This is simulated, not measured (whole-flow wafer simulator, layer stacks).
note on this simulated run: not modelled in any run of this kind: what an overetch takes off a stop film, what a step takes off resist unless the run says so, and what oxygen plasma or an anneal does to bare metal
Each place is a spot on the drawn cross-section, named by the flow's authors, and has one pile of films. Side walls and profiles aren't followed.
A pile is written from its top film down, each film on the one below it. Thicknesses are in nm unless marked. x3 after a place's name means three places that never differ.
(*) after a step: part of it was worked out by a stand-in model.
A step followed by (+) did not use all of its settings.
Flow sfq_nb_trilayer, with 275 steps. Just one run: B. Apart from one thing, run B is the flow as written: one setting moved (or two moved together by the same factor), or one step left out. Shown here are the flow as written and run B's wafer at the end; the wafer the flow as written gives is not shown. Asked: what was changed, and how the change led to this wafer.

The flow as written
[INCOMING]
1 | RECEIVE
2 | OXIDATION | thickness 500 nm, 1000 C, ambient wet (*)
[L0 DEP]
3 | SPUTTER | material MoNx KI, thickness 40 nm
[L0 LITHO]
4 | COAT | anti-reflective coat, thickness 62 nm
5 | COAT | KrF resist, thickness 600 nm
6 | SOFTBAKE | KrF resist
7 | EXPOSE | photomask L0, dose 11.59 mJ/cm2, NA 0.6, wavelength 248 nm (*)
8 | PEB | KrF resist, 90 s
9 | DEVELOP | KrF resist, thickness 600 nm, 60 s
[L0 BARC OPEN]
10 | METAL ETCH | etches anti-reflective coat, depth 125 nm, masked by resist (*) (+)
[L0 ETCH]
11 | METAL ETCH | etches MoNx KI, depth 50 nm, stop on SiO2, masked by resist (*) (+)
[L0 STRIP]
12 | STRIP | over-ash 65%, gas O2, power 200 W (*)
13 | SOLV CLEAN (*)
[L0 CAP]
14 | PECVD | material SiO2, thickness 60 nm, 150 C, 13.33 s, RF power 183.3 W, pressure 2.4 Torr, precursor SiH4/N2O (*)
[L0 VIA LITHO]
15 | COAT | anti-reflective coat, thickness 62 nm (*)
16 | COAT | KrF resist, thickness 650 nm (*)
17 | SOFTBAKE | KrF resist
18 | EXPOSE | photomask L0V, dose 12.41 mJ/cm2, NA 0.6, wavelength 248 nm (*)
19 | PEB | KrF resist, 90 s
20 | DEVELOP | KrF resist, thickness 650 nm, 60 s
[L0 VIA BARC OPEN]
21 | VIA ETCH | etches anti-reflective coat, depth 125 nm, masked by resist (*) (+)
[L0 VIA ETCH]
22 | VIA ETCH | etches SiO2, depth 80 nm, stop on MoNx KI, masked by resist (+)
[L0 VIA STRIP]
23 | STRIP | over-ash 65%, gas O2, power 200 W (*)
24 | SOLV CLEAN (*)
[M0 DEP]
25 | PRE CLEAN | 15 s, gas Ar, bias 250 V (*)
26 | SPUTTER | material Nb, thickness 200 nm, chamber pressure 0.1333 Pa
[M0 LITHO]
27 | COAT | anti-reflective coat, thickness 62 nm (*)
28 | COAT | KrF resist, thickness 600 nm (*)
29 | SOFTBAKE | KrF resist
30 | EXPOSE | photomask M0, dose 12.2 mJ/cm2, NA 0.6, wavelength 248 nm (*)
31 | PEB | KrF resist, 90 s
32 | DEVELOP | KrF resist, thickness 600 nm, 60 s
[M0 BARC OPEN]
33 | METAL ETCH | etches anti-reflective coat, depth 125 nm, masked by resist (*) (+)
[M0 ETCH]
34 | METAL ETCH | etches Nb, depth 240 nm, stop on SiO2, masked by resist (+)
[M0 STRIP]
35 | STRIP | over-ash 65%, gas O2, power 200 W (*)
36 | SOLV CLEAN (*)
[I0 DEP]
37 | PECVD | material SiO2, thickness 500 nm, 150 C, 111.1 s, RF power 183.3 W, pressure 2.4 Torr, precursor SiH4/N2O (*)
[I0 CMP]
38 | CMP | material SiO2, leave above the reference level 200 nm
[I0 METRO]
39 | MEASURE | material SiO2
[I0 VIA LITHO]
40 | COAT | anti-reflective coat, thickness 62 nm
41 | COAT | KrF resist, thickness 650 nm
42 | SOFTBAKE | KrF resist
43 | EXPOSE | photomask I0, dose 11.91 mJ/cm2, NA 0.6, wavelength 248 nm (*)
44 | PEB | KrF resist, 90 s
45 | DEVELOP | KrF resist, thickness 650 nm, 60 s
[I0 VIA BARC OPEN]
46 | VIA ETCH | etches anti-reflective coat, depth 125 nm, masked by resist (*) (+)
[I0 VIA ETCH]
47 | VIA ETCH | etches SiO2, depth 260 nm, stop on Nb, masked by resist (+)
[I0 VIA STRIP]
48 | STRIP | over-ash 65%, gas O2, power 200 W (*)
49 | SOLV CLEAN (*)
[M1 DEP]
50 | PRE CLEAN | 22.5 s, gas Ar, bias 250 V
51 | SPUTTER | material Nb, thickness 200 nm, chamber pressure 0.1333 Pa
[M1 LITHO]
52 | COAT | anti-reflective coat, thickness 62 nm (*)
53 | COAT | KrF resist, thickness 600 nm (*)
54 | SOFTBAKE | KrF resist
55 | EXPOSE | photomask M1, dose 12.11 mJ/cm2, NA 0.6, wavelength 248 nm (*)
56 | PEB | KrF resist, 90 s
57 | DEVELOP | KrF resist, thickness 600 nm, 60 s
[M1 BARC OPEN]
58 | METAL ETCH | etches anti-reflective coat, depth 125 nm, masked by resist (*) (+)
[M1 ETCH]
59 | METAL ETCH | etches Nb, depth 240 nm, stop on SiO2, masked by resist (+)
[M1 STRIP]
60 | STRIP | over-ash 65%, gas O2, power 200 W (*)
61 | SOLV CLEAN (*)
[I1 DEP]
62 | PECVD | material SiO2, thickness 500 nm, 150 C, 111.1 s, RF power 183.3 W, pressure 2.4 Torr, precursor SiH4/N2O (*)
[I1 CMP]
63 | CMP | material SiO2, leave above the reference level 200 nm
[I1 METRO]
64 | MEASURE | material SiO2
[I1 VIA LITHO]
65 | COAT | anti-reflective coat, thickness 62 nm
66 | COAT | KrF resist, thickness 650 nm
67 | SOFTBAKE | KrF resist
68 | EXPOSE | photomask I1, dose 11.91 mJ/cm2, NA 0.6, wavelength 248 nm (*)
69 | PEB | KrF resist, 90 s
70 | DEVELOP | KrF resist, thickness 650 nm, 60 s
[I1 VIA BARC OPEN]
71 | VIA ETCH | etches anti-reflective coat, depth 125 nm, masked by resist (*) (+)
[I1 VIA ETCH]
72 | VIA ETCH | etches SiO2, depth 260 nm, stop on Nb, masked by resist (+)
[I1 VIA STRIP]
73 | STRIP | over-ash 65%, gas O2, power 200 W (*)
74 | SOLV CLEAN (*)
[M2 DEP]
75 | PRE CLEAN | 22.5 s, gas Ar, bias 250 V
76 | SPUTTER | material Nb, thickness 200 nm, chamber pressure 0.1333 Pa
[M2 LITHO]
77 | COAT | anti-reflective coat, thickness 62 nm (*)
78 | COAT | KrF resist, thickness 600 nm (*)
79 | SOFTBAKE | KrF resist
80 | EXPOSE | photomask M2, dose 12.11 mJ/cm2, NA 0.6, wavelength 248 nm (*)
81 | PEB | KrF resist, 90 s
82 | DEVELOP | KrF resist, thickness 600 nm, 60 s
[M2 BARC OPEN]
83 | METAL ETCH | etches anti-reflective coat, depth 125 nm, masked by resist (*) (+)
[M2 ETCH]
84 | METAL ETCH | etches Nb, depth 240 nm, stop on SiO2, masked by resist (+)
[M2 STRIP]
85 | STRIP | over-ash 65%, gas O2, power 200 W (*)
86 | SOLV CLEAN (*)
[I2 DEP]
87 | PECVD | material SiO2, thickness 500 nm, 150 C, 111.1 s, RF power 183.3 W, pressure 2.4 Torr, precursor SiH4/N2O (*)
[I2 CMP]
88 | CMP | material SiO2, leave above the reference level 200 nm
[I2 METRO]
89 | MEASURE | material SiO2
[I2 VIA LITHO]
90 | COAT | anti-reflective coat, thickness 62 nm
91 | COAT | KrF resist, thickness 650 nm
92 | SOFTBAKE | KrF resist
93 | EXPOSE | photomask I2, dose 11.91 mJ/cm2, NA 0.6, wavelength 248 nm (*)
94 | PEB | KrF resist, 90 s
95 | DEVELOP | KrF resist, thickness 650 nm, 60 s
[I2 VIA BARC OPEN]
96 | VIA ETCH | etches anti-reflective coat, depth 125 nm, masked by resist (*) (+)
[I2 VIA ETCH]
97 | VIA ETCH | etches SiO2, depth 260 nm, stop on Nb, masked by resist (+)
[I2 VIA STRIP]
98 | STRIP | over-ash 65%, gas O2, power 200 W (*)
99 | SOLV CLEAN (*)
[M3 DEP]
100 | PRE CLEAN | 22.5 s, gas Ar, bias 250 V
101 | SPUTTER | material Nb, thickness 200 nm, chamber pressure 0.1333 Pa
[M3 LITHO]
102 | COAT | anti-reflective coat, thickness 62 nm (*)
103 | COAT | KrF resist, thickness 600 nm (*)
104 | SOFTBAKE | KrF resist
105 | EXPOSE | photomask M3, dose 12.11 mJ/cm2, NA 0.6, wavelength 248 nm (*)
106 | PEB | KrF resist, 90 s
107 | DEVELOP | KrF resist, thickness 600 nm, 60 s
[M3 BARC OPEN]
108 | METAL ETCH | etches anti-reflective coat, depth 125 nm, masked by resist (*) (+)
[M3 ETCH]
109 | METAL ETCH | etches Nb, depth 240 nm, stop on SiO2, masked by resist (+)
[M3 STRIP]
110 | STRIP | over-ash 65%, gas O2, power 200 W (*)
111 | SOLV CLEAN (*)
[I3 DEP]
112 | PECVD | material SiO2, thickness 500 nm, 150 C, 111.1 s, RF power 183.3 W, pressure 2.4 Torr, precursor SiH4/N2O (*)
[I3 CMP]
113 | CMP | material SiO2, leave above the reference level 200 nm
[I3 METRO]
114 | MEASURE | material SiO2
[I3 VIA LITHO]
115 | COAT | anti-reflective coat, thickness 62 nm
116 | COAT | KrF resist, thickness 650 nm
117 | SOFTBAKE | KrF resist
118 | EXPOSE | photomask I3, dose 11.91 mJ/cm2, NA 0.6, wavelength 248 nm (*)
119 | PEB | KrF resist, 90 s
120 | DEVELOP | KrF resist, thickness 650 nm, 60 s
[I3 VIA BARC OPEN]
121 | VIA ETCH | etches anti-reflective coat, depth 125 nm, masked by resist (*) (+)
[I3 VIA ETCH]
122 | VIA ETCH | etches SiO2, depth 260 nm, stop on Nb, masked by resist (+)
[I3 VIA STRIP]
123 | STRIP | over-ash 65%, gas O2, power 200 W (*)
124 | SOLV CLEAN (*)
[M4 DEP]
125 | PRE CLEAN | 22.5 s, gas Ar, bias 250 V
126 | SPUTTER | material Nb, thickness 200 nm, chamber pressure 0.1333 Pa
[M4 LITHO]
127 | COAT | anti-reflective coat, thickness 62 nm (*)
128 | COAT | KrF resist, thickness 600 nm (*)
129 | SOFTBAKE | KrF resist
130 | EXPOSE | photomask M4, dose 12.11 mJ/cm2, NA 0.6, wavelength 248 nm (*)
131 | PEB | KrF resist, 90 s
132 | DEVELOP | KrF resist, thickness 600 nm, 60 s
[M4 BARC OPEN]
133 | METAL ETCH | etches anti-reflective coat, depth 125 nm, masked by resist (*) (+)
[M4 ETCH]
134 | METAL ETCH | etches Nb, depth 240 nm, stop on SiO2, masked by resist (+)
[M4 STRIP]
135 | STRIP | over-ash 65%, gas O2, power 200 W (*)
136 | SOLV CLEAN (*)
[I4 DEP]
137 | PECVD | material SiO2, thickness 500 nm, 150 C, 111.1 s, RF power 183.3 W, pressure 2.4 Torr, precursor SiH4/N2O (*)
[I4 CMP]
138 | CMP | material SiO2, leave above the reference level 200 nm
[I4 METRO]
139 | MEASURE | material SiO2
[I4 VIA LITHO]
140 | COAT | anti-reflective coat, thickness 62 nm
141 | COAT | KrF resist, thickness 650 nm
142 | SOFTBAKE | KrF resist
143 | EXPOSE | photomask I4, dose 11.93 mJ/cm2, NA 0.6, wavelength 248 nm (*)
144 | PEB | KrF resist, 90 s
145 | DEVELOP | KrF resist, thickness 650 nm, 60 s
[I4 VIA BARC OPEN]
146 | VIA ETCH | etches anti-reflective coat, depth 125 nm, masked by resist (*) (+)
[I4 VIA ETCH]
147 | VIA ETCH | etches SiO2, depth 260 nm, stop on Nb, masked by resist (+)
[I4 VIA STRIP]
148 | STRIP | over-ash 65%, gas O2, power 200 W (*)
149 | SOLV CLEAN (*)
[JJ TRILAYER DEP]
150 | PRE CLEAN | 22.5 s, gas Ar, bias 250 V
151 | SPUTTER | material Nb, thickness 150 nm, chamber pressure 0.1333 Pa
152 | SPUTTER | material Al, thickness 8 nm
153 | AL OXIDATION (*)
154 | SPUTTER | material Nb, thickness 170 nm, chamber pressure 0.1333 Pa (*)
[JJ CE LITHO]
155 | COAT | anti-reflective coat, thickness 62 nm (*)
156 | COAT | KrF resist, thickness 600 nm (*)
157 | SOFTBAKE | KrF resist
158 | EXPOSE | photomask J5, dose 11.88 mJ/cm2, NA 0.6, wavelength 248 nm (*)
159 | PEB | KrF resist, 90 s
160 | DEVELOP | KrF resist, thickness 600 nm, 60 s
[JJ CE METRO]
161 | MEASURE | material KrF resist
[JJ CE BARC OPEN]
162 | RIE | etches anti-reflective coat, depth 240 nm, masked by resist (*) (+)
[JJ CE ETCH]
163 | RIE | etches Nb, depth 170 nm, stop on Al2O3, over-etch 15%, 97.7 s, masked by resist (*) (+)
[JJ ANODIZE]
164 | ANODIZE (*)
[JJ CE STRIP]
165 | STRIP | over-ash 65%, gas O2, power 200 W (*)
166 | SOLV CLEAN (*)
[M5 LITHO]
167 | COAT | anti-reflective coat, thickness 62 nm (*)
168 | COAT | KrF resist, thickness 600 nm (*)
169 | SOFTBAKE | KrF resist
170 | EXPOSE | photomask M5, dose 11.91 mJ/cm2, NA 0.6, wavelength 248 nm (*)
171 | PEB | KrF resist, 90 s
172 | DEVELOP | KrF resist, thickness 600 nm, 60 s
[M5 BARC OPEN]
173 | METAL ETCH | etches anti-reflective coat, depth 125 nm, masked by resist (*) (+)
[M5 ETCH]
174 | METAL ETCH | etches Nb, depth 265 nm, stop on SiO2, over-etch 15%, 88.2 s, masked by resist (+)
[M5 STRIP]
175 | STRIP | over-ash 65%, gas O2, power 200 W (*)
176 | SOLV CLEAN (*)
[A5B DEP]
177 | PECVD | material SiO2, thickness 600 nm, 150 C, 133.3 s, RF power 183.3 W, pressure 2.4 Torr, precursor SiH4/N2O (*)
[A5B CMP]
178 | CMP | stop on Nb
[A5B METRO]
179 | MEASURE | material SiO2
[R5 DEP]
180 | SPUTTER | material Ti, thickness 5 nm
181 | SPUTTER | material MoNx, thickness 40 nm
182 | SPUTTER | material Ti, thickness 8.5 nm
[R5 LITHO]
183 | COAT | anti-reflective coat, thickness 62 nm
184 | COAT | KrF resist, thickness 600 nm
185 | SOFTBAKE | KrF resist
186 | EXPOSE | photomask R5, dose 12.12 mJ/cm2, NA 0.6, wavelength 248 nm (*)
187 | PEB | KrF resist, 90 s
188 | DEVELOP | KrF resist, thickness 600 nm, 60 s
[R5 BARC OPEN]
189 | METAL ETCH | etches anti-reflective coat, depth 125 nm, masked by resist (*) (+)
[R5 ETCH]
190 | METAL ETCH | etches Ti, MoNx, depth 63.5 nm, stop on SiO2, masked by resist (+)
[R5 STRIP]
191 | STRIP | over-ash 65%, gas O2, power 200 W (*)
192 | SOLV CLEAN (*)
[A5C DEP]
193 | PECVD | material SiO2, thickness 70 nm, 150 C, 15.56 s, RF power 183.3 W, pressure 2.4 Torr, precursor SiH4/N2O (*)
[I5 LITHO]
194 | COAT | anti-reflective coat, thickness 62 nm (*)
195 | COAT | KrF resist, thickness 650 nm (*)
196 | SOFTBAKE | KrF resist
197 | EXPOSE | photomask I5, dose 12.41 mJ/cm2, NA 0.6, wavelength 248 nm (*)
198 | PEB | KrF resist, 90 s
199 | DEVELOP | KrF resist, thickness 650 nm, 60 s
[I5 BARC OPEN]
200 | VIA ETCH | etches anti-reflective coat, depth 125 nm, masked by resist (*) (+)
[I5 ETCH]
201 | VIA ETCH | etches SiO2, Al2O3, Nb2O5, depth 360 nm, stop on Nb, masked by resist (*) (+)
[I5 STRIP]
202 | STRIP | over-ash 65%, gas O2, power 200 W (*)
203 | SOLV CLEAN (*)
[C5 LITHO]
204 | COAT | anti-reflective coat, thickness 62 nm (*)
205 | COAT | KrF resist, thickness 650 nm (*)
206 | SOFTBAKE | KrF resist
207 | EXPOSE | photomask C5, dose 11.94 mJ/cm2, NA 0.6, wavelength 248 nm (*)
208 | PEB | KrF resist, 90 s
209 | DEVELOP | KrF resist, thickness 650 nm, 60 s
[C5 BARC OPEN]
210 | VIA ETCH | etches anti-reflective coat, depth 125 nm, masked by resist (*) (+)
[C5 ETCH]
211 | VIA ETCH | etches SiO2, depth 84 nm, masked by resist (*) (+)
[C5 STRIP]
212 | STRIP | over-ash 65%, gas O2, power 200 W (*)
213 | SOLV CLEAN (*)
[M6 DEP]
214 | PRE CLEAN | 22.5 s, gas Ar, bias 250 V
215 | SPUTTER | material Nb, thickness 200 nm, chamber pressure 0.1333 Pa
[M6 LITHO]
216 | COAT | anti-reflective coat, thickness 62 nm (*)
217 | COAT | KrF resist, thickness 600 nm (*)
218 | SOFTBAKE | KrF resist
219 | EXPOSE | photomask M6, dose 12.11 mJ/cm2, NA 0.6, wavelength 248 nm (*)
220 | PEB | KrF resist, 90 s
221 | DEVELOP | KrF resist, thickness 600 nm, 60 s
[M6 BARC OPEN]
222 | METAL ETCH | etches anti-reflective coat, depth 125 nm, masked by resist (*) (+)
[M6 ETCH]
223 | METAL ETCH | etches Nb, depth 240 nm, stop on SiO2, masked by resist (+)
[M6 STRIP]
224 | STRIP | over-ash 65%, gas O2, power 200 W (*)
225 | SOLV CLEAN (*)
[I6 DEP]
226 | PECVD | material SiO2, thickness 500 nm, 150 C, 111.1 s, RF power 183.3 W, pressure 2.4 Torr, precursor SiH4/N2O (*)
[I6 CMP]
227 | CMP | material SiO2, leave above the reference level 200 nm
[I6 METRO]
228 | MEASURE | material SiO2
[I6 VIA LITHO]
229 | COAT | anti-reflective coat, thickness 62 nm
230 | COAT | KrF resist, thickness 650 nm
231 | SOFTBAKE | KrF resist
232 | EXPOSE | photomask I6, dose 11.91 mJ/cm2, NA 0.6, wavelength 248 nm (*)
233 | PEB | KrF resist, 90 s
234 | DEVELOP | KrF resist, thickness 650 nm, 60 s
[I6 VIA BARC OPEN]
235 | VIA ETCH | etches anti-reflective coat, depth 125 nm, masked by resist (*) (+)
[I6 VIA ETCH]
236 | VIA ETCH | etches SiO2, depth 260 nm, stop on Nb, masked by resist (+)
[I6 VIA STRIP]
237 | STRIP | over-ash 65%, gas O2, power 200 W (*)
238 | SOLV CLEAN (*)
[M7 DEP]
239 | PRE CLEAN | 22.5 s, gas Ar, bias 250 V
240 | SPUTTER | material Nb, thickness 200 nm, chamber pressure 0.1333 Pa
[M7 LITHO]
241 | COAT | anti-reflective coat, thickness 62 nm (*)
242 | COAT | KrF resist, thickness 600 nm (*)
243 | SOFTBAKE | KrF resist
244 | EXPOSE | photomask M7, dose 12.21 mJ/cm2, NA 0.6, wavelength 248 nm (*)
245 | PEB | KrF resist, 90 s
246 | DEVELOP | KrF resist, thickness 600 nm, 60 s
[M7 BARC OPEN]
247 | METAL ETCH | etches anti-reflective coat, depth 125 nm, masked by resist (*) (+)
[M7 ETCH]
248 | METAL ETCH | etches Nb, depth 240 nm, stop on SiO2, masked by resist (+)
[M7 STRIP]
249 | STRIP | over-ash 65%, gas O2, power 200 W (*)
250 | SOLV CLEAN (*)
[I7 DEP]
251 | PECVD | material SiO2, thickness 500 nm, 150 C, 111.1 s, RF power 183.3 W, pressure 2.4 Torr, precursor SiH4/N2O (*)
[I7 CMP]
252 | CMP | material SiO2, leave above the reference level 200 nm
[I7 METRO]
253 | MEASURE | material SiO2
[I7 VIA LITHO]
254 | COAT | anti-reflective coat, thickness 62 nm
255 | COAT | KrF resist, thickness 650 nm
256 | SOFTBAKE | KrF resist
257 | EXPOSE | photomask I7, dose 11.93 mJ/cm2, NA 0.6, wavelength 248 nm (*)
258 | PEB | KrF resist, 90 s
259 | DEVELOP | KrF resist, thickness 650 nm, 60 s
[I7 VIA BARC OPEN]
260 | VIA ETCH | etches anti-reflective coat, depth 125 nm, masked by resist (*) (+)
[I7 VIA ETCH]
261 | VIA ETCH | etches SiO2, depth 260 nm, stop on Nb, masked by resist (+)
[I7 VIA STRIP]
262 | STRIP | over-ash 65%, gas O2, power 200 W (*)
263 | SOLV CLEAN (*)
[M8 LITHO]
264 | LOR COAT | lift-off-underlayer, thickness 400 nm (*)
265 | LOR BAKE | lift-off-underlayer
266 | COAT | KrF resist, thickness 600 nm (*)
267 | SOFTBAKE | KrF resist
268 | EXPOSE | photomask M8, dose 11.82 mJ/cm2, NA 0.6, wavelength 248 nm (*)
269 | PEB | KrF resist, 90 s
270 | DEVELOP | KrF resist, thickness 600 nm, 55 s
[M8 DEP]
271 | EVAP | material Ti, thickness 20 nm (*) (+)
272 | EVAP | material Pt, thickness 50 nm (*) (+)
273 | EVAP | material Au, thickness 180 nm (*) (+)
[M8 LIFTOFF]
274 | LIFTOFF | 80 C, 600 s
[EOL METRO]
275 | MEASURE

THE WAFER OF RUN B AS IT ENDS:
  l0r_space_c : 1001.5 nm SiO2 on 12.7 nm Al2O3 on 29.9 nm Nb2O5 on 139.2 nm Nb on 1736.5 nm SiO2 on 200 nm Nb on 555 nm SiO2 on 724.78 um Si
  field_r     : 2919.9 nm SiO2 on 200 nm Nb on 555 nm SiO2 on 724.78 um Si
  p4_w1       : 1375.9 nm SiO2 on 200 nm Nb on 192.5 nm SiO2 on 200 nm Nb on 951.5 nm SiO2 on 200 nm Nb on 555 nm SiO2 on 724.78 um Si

What caused this: step 88, CMP: leave above the reference level 174 nm was run, whereas the flow has leave above the reference level 200 nm.

Step by step, how the change led to this:
  88 | CMP | material SiO2, leave above the reference level 200 nm
      field_l, be, be_sur and 81 more: -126 SiO2 (in the flow as written it would be: -100 SiO2)
      v_sur, via_wl, via_w and 18 more: -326 SiO2 (in the flow as written it would be: -300 SiO2)
      (and at 1 other place as well)
  97 | VIA ETCH | etches SiO2, depth 260 nm, stop on Nb, masked by resist (+)
      via_w: -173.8 SiO2 (all of it) (in the flow as written it would be: -199.8 SiO2 (all of it))
  101 | SPUTTER | material Nb, thickness 200 nm, chamber pressure 0.1333 Pa
      via_w: +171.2 Nb (in the flow as written it would be: +165.5 Nb)
  102 | COAT | anti-reflective coat, thickness 62 nm (*)
      via_w: +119 anti-reflective coat (new film) (in the flow as written it would be: +124.8 anti-reflective coat (new film))
      via_wr: +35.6 anti-reflective coat (new film) (in the flow as written it would be: +34.2 anti-reflective coat (new film))
  103 | COAT | KrF resist, thickness 600 nm (*)
      via_w: +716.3 KrF resist (new film) (in the flow as written it would be: +737.9 KrF resist (new film))
  110 | STRIP | over-ash 65%, gas O2, power 200 W (*)
      via_w: -498.4 KrF resist (all of it), -119 anti-reflective coat (all of it) (in the flow as written it would be: -520 KrF resist (all of it), -124.8 anti-reflective coat (all of it))
      via_wr: -386.2 KrF resist (all of it), -35.6 anti-reflective coat (all of it) (in the flow as written it would be: -384.2 KrF resist (all of it), -34.2 anti-reflective coat (all of it))
  112 | PECVD | material SiO2, thickness 500 nm, 150 C, 111.1 s, RF power 183.3 W, pressure 2.4 Torr, precursor SiH4/N2O (*)
      via_w: +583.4 SiO2 (new film) (in the flow as written it would be: +615 SiO2 (new film))
